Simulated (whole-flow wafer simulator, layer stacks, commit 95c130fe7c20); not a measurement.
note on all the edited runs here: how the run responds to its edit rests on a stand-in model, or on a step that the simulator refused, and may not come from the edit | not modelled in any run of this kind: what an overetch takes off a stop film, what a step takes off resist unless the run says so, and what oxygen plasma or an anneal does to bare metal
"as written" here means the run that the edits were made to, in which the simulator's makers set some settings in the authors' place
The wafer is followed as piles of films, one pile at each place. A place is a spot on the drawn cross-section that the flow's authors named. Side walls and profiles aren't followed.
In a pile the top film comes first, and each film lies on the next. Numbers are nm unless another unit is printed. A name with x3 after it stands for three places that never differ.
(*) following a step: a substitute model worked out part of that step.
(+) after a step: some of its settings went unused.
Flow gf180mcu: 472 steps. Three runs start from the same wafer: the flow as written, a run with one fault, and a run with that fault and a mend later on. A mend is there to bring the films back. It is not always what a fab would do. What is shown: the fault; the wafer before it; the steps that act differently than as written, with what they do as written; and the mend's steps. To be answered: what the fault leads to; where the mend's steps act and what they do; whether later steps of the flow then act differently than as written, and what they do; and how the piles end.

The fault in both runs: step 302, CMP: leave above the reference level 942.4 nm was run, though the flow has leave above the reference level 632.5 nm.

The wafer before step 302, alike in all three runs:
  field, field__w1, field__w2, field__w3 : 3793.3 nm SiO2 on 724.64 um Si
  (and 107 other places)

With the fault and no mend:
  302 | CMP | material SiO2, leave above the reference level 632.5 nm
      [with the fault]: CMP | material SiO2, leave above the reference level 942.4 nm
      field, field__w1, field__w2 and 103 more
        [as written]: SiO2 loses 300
        [with the fault]: nothing
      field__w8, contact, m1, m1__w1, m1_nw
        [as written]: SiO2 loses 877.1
        [with the fault]: SiO2 loses 567.2
  Steps further on in the flow that do not act as written (11 more steps, not shown, differ only slightly: by at most 2% or 0.5 nm, whichever is larger):
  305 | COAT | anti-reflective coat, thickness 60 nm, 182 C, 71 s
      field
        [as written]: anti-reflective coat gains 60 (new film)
        [with the fault]: anti-reflective coat gains 63.8 (new film)
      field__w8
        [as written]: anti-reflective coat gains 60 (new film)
        [with the fault]: anti-reflective coat gains 54.2 (new film)
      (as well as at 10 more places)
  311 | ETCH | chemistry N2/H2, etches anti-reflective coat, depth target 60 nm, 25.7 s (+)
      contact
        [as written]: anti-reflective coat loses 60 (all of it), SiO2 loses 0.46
        [with the fault]: anti-reflective coat loses 54.1 (all of it), SiO2 loses 0.61
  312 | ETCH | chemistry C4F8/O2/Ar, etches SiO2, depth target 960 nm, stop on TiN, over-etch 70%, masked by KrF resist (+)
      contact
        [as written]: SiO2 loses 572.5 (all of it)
        [with the fault]: SiO2 loses 882.2 (all of it)
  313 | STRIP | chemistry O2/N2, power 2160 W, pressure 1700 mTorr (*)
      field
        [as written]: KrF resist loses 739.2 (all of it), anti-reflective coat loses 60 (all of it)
        [with the fault]: KrF resist loses 737.1 (all of it), anti-reflective coat loses 63.8 (all of it)
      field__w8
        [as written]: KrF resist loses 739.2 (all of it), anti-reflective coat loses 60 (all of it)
        [with the fault]: KrF resist loses 738.3 (all of it), anti-reflective coat loses 54.2 (all of it)
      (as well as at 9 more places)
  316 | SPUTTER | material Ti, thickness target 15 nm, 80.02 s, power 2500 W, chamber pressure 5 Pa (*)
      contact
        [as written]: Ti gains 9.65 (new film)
        [with the fault]: Ti gains 8.11 (new film)
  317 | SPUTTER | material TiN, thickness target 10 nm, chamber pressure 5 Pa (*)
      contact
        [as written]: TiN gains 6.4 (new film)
        [with the fault]: TiN gains 5.38 (new film)
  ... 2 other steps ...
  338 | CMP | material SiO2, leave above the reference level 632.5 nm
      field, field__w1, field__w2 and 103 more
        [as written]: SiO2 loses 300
        [with the fault]: SiO2 loses 290.6
  By the end, the piles at field, field__w1, field__w2 and 109 more depart from the flow's by more than 2% or 0.5 nm, whichever is larger.
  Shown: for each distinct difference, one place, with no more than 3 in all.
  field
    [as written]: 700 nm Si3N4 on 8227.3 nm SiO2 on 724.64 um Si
    [with the fault]: 700 nm Si3N4 on 8536.7 nm SiO2 on 724.64 um Si
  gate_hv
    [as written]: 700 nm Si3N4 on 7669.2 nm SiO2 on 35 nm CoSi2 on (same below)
    [with the fault]: 700 nm Si3N4 on 7978.6 nm SiO2 on 35 nm CoSi2 on (same below)
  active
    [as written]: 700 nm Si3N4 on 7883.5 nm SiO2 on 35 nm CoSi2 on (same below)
    [with the fault]: 700 nm Si3N4 on 8192.9 nm SiO2 on 35 nm CoSi2 on (same below)

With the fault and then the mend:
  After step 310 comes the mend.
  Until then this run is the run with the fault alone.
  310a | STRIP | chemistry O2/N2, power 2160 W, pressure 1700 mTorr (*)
      field__w2, field__w3, field__w6 and 35 more
        KrF resist loses 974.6 (all of it), anti-reflective coat loses 60 (all of it)
      iso_ptap_pw, iso_ntap_nw, iso_nw_fld and 33 more
        KrF resist loses 974.5 (all of it), anti-reflective coat loses 60 (all of it)
      p_well, sti, spacer, sd_n, mim_1p0, pad, dice_street
        KrF resist loses 974.5 (all of it), anti-reflective coat loses 60.1 (all of it)
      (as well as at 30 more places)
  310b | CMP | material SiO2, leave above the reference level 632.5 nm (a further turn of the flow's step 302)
      field, field__w1, field__w2 and 103 more
        SiO2 loses 300
      field__w8, contact, m1, m1__w1, m1_nw
        SiO2 loses 309.9
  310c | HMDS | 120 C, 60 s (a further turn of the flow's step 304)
      does not change any film at any place that is followed
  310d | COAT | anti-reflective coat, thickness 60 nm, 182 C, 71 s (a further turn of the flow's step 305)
      field, field__w1, field__w2 and 108 more
        anti-reflective coat gains 60 (new film)
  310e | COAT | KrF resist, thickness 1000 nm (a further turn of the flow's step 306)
      field, field__w1, field__w2 and 108 more
        KrF resist gains 1000 (new film)
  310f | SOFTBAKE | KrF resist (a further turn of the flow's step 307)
      does not change any film at any place that is followed
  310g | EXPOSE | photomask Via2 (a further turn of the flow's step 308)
      does not change any film at any place that is followed
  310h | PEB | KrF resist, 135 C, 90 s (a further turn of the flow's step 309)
      field, field__w1, field__w2 and 108 more
        KrF resist loses 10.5
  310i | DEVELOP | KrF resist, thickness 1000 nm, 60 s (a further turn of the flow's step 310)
      field, field__w1, field__w2 and 107 more
        KrF resist loses 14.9
      contact
        KrF resist loses 989.5 (all of it)
  Later steps of the flow that are run all act as written at every place that is followed.
  The piles end the same as the flow's at every place that both follow.
